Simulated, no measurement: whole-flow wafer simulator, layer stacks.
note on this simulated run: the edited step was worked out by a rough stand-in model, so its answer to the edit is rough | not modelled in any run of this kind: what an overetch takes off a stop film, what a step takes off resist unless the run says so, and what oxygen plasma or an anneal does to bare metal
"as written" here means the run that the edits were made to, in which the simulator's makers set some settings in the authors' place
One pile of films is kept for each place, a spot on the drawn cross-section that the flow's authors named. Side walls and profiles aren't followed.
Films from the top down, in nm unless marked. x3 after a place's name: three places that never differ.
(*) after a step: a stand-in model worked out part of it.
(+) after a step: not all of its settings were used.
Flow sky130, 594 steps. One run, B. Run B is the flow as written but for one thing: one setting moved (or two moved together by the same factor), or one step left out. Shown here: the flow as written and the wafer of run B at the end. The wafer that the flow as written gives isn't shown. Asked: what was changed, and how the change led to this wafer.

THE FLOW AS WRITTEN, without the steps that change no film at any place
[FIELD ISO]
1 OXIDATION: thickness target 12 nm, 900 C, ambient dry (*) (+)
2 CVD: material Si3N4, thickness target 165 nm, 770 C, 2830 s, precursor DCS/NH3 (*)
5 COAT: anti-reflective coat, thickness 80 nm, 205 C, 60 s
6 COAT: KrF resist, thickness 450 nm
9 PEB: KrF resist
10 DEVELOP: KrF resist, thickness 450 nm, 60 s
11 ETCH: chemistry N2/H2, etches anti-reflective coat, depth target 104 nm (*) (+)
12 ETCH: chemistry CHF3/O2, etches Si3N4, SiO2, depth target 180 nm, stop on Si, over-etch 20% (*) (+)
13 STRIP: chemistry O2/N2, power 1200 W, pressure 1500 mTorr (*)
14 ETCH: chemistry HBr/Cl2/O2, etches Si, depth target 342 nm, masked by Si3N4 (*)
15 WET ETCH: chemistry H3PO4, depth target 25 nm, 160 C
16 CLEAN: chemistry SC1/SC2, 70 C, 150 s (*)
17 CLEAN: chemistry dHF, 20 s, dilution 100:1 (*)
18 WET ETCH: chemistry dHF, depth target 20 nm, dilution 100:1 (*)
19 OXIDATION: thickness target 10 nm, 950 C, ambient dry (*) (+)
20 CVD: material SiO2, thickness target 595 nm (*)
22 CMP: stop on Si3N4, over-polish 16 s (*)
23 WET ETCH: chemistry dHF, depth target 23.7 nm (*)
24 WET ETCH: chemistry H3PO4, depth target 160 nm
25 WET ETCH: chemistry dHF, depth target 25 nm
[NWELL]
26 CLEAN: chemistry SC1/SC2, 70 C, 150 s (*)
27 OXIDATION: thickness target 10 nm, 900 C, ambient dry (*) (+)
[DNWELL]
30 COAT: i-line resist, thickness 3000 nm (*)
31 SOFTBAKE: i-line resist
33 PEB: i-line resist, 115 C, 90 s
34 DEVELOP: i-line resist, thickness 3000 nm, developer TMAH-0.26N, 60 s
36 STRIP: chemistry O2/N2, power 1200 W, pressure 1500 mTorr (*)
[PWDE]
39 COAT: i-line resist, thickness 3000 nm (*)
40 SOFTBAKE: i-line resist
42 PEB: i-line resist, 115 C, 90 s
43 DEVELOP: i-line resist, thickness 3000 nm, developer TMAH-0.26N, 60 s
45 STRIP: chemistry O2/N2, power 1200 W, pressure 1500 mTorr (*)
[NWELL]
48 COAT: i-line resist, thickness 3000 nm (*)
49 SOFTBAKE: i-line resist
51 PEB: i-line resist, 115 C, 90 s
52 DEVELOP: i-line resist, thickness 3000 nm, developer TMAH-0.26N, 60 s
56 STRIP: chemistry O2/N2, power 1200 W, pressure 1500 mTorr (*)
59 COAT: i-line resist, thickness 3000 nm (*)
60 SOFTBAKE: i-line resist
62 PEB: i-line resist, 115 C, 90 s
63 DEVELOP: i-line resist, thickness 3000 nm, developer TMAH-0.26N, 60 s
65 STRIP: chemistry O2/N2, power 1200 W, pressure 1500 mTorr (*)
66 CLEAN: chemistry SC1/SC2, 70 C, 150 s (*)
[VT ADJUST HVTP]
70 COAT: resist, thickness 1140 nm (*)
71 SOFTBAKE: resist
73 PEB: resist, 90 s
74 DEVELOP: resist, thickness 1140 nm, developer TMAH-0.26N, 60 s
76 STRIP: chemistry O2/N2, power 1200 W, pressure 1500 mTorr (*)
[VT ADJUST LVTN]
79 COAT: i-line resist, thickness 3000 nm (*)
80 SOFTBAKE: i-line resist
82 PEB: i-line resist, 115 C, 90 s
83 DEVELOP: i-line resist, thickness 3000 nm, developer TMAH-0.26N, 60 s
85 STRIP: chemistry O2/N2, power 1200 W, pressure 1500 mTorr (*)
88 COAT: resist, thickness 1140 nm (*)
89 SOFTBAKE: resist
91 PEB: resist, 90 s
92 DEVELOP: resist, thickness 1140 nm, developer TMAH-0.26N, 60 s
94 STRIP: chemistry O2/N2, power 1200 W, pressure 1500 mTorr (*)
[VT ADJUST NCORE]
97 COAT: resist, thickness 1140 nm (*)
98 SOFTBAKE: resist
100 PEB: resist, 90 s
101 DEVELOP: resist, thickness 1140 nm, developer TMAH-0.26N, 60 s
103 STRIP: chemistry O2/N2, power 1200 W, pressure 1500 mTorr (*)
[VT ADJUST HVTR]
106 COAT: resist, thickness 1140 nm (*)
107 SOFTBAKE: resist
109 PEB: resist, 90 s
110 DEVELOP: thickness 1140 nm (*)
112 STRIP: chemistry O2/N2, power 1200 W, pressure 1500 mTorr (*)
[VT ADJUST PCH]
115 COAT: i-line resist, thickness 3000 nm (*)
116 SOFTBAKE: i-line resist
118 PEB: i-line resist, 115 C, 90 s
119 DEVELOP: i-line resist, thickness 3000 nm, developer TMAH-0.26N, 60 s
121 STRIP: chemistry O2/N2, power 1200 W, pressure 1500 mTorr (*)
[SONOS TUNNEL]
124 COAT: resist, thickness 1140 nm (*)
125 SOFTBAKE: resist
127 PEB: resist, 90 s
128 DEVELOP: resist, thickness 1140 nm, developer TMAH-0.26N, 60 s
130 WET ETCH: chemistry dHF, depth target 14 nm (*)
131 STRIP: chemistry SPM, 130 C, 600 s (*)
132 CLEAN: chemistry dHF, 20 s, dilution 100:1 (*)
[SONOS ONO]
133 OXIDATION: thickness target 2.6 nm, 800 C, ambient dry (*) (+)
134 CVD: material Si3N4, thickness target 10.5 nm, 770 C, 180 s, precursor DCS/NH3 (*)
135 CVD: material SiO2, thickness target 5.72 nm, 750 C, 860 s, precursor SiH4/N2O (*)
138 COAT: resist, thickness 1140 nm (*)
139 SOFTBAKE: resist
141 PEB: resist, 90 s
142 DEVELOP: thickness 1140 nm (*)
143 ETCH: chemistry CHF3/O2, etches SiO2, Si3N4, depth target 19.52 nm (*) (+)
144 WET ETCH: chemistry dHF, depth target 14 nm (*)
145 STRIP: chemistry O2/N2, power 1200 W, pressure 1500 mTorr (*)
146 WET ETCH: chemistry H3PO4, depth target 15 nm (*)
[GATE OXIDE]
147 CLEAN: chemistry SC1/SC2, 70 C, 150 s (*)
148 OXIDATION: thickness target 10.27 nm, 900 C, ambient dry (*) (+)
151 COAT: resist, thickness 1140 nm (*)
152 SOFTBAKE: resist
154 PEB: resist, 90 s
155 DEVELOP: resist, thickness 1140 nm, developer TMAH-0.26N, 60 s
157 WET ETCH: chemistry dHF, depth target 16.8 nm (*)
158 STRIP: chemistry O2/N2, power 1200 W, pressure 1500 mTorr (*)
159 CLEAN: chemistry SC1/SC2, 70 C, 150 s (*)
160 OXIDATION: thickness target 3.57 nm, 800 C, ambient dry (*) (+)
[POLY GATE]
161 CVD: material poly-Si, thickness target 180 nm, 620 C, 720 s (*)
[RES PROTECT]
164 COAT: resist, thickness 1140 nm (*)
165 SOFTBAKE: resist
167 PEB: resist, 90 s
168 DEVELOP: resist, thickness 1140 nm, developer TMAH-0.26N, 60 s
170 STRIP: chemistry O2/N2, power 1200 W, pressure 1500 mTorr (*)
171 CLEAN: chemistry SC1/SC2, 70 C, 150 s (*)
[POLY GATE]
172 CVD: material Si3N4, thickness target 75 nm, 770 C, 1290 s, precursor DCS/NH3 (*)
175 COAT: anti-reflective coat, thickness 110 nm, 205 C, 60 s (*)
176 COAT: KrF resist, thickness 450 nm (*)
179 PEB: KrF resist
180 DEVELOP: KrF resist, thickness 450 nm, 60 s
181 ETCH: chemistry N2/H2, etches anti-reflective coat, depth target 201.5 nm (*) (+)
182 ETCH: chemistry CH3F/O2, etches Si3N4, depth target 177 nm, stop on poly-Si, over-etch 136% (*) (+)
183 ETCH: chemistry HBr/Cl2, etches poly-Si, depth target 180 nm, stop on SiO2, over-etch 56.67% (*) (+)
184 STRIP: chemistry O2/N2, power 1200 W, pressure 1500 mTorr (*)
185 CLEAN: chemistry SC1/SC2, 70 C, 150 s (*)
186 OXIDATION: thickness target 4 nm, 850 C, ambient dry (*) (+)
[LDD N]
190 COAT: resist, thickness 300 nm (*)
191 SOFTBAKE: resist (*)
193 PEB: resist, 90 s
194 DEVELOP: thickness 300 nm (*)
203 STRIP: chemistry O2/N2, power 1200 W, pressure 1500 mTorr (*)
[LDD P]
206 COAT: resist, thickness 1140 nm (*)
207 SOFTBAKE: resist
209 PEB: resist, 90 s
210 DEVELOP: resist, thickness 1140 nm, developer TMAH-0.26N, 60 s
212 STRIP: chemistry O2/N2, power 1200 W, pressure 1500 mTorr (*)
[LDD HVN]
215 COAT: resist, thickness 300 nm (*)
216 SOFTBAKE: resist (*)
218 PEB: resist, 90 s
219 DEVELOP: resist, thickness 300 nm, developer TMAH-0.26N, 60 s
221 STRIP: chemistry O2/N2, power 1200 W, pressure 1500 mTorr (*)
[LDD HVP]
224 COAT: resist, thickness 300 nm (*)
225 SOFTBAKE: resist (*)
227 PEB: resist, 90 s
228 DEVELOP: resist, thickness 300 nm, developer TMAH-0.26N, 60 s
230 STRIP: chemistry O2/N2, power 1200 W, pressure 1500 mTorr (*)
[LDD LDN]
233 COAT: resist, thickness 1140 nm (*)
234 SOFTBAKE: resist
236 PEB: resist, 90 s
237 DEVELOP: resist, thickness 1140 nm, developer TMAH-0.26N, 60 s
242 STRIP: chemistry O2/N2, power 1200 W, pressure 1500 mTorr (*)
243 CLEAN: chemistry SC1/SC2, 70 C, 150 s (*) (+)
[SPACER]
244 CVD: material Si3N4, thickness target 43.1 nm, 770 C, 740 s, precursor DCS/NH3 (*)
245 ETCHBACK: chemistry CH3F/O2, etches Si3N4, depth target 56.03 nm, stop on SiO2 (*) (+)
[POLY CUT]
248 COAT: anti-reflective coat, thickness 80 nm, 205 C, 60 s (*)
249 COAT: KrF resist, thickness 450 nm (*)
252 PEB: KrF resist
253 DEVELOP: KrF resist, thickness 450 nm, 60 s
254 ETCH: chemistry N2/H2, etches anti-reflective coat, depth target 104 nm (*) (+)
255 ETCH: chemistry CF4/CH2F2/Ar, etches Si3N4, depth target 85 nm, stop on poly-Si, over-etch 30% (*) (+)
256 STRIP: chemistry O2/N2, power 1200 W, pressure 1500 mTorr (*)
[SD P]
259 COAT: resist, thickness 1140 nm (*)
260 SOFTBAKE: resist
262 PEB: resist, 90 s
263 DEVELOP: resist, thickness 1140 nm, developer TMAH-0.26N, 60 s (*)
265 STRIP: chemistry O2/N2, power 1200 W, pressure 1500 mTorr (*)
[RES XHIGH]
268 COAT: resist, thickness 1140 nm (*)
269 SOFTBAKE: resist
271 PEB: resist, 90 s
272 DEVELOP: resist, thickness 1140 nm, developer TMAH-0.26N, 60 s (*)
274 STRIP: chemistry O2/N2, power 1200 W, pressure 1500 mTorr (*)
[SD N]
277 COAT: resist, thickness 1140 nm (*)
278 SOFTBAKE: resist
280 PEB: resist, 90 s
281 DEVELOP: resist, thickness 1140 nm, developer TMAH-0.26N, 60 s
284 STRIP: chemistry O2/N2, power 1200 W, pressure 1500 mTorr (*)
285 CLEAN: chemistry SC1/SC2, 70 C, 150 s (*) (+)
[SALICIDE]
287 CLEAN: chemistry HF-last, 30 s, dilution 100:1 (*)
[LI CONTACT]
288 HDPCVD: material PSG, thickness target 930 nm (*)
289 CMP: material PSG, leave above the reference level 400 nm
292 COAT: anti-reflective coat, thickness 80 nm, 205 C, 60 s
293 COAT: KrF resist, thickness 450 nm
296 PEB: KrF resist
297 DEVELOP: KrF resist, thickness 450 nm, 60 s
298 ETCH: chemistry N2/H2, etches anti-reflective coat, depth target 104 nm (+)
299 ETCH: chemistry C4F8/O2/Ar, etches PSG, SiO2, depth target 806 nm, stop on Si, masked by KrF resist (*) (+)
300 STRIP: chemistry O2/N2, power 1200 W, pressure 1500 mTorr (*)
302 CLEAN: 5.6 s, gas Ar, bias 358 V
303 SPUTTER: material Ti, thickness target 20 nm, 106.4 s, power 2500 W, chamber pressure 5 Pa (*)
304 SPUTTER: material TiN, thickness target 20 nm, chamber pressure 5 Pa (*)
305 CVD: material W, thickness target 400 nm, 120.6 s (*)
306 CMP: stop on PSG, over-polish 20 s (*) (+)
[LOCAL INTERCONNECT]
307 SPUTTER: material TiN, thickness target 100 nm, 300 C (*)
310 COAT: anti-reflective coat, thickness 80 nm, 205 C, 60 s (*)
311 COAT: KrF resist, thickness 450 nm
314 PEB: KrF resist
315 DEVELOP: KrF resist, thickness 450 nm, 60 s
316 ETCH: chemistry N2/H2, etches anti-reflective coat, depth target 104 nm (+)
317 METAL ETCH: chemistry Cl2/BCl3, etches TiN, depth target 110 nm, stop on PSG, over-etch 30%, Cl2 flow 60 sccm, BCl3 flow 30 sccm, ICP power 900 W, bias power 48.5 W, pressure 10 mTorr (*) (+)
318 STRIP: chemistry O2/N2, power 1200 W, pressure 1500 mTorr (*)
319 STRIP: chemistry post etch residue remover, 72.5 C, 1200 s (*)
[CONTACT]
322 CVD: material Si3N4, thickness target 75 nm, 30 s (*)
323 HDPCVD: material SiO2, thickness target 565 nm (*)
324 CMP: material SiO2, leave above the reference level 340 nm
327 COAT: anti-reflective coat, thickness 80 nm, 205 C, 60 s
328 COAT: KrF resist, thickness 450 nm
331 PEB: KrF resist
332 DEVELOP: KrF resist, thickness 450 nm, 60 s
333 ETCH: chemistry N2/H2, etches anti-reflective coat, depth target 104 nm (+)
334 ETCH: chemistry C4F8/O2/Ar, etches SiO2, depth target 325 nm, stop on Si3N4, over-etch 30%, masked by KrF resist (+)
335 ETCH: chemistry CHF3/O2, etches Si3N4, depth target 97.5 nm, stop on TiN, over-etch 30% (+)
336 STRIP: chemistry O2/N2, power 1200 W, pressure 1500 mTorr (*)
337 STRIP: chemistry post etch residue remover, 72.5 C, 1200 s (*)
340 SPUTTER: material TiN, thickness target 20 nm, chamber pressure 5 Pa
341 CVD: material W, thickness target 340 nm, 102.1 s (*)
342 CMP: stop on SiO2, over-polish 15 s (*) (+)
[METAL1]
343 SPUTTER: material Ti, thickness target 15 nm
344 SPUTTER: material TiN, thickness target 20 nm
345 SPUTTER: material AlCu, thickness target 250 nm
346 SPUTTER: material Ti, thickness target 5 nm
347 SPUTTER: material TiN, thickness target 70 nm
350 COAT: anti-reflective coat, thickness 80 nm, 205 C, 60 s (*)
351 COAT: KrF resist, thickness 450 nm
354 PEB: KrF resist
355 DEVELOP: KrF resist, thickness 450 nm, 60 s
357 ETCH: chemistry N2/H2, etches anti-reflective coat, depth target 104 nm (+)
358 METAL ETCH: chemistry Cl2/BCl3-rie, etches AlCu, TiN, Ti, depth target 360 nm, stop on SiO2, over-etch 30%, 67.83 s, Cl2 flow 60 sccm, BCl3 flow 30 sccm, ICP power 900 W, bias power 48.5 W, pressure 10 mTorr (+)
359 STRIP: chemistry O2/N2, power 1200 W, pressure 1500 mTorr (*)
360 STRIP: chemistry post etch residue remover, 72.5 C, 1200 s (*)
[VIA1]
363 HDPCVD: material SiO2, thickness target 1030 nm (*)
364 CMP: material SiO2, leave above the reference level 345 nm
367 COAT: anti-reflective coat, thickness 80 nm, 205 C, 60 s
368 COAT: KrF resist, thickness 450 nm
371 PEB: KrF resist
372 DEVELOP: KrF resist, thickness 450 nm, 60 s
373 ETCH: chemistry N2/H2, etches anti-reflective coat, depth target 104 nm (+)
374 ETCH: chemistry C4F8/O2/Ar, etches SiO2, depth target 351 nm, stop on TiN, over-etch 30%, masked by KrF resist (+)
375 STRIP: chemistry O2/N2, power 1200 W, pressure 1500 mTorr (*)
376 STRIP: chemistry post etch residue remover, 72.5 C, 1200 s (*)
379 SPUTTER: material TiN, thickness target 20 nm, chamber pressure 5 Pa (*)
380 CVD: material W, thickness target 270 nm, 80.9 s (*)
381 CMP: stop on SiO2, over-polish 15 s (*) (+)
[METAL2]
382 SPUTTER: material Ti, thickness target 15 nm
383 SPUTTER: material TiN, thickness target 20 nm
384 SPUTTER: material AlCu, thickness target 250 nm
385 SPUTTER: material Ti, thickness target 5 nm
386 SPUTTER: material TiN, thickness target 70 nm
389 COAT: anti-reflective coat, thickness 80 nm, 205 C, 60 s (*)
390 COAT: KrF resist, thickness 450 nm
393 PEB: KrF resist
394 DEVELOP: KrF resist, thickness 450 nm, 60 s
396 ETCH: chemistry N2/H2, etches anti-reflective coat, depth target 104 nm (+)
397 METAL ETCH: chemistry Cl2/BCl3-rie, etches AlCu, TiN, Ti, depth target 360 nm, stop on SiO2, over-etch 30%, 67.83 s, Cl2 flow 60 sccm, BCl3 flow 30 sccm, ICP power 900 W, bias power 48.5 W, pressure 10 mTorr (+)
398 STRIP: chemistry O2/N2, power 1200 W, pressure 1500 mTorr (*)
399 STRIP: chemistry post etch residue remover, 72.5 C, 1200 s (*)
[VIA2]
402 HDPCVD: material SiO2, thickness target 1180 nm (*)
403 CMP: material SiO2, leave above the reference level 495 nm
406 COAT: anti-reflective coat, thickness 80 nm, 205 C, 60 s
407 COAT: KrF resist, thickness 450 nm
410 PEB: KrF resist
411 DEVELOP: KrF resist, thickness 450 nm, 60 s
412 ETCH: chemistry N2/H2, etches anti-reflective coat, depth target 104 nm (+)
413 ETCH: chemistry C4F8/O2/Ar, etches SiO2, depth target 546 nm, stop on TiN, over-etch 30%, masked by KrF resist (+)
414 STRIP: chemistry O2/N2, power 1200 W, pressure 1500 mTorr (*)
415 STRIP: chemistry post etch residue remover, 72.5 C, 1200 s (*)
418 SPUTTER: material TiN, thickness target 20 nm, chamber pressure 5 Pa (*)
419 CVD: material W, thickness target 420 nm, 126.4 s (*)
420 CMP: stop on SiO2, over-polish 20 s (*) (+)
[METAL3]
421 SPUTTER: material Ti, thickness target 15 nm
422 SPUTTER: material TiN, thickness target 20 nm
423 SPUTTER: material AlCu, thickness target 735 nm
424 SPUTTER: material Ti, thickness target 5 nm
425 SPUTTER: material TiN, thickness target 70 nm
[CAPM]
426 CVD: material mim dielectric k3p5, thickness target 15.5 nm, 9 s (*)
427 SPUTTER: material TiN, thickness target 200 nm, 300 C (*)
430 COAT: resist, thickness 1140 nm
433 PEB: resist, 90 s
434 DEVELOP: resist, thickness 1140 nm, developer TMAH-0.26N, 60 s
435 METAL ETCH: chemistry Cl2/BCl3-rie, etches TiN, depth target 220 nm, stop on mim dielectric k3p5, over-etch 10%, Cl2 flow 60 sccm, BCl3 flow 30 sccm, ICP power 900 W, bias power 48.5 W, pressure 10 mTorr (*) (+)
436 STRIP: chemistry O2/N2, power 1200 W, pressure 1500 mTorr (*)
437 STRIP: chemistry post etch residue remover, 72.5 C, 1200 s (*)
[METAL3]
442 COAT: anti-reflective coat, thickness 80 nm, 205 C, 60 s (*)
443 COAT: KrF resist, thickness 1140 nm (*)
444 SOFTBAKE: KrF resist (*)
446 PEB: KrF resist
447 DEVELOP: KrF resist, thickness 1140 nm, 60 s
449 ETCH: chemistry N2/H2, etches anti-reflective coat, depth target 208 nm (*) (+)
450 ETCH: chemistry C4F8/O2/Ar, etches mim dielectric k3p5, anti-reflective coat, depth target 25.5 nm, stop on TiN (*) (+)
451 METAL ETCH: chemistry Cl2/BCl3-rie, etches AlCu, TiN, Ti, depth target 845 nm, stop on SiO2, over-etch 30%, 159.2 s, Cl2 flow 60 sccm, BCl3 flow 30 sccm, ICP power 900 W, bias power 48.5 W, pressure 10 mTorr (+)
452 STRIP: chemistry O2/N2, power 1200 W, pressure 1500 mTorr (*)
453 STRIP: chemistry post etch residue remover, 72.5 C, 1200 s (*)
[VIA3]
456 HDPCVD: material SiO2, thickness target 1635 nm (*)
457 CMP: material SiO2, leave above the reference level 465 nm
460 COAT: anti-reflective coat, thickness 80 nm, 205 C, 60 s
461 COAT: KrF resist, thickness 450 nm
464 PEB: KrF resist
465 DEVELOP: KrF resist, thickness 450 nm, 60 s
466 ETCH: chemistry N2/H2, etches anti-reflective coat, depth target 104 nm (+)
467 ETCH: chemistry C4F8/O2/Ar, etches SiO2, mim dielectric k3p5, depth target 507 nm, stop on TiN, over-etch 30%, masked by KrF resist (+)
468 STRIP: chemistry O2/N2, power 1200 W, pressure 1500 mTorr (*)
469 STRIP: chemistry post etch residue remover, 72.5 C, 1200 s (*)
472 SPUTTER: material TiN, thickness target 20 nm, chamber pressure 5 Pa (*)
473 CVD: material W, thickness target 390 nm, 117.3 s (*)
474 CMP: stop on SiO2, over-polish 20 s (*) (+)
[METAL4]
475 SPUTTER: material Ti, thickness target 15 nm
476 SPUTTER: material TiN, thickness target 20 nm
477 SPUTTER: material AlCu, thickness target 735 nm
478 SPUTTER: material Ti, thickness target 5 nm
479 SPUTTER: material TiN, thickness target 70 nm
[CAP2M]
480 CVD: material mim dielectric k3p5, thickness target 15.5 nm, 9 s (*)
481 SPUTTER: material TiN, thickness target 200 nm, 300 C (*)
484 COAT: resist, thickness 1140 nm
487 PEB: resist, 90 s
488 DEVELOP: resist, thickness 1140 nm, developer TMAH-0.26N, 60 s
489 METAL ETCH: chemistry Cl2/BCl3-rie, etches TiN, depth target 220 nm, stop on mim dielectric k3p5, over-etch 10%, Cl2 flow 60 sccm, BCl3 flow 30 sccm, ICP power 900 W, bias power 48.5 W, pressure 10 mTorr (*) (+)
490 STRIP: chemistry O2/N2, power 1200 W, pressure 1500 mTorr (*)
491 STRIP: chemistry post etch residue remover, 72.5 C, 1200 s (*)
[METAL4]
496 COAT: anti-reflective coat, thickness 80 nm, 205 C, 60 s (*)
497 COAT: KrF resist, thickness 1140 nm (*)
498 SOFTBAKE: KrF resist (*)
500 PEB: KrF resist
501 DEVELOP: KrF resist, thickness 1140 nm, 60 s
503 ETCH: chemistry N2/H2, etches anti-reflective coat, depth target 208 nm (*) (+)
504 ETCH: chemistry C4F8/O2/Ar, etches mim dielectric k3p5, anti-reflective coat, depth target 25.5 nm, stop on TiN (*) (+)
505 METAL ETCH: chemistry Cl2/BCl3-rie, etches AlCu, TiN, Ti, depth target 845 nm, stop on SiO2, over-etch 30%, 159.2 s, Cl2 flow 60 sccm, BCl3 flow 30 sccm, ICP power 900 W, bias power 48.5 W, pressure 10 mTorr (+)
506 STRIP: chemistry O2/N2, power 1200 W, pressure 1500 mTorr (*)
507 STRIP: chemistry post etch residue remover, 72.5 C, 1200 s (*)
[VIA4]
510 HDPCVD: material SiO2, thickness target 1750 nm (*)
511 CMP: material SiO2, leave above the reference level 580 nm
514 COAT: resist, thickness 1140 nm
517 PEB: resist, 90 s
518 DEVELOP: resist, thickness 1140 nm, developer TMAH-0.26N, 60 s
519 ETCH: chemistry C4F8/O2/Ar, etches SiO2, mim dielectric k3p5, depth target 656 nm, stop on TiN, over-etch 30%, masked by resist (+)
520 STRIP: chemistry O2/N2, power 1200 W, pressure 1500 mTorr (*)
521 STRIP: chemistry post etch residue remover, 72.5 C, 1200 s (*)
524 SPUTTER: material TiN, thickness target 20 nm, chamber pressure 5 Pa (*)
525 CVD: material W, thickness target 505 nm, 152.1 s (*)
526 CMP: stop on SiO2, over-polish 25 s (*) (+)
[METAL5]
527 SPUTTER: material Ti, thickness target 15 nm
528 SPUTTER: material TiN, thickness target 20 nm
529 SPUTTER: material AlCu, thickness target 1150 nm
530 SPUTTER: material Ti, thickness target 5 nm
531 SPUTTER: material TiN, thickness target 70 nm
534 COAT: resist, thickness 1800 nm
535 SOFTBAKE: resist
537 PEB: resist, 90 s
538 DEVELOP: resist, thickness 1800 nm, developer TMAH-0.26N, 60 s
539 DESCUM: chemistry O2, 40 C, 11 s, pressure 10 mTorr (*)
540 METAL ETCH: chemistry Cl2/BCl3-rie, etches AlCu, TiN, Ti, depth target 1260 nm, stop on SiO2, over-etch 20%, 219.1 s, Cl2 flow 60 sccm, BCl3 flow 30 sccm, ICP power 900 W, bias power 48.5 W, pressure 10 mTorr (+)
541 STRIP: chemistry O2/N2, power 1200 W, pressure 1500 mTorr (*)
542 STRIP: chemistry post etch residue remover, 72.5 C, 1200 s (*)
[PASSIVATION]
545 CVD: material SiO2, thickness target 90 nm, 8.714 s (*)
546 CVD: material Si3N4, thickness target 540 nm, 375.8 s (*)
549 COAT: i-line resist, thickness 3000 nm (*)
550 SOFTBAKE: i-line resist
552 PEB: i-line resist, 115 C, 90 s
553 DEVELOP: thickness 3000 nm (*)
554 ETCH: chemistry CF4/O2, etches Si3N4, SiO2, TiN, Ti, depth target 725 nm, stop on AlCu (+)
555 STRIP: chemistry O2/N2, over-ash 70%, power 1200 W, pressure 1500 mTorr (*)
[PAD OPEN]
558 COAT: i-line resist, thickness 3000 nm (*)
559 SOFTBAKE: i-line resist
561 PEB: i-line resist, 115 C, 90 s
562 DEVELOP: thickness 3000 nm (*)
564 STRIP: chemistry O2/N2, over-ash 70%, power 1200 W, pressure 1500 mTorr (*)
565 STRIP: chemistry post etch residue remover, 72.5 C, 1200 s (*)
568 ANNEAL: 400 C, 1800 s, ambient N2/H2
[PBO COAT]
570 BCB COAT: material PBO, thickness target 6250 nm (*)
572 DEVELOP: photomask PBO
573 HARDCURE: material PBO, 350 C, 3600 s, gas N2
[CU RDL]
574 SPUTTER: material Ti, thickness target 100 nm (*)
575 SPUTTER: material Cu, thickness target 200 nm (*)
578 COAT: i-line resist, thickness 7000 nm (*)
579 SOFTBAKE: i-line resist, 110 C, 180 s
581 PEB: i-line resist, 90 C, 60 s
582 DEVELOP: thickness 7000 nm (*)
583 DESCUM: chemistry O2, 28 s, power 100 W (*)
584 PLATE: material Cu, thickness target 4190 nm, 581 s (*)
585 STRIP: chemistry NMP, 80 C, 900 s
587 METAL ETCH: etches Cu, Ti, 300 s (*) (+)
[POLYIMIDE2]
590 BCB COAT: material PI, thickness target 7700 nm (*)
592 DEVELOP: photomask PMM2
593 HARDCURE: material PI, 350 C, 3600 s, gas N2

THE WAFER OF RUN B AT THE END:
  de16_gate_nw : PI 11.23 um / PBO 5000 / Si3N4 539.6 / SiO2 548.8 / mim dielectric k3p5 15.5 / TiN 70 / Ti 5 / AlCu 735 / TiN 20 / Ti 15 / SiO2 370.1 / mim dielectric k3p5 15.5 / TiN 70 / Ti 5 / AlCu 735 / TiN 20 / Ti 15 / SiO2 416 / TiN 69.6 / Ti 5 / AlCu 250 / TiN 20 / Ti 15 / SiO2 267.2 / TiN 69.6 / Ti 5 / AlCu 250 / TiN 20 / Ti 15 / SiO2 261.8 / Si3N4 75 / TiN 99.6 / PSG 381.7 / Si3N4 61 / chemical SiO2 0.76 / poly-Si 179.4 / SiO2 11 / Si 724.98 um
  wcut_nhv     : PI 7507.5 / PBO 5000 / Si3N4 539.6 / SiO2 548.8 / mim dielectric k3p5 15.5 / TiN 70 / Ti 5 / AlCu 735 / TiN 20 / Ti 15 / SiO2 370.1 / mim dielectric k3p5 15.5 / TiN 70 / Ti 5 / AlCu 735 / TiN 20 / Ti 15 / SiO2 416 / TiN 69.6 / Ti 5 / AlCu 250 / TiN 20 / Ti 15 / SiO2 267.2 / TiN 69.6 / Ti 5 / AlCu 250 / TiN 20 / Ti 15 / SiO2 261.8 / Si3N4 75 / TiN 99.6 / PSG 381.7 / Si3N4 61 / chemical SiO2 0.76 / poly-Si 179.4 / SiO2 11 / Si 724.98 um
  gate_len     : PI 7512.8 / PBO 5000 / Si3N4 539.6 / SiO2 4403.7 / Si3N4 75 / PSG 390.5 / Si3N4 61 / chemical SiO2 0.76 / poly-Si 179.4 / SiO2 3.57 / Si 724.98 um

The cause: step 590, BCB COAT: thickness target 11550 nm was run, where the flow has thickness target 7700 nm.

How the change led to this, step by step:
  590 BCB COAT: material PI, thickness target 7700 nm (*)
      dice_street, wcut_nhv, wcut_phv and 14 more: PI +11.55 um (new film) (as written it would be: PI +7700 (new film))
      mim_edge_plate_strap, mim_edge_plate, mim_edge_gap, mim_edge_gap_sheet: PI +11.55 um (new film) (as written it would be: PI +7702.7 (new film))
      (and at 172 more places)
  592 DEVELOP: photomask PMM2
      pad: PI -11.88 um (all of it) (as written it would be: PI -8030.8 (all of it))
  593 HARDCURE: material PI, 350 C, 3600 s, gas N2
      dice_street, wcut_nhv, wcut_phv and 15 more: PI -4042.5 (as written it would be: PI -2695)
      gate_p_lg05, gate_p_lg10, gate_len, gate_lvt_sd_len, gate_p_sd_len, gate_p_hvt_sd_len, gate_p_lvt_sd_len, gate_len_250: PI -4042.6 (as written it would be: PI -2695.1)
      (and at 166 more places)
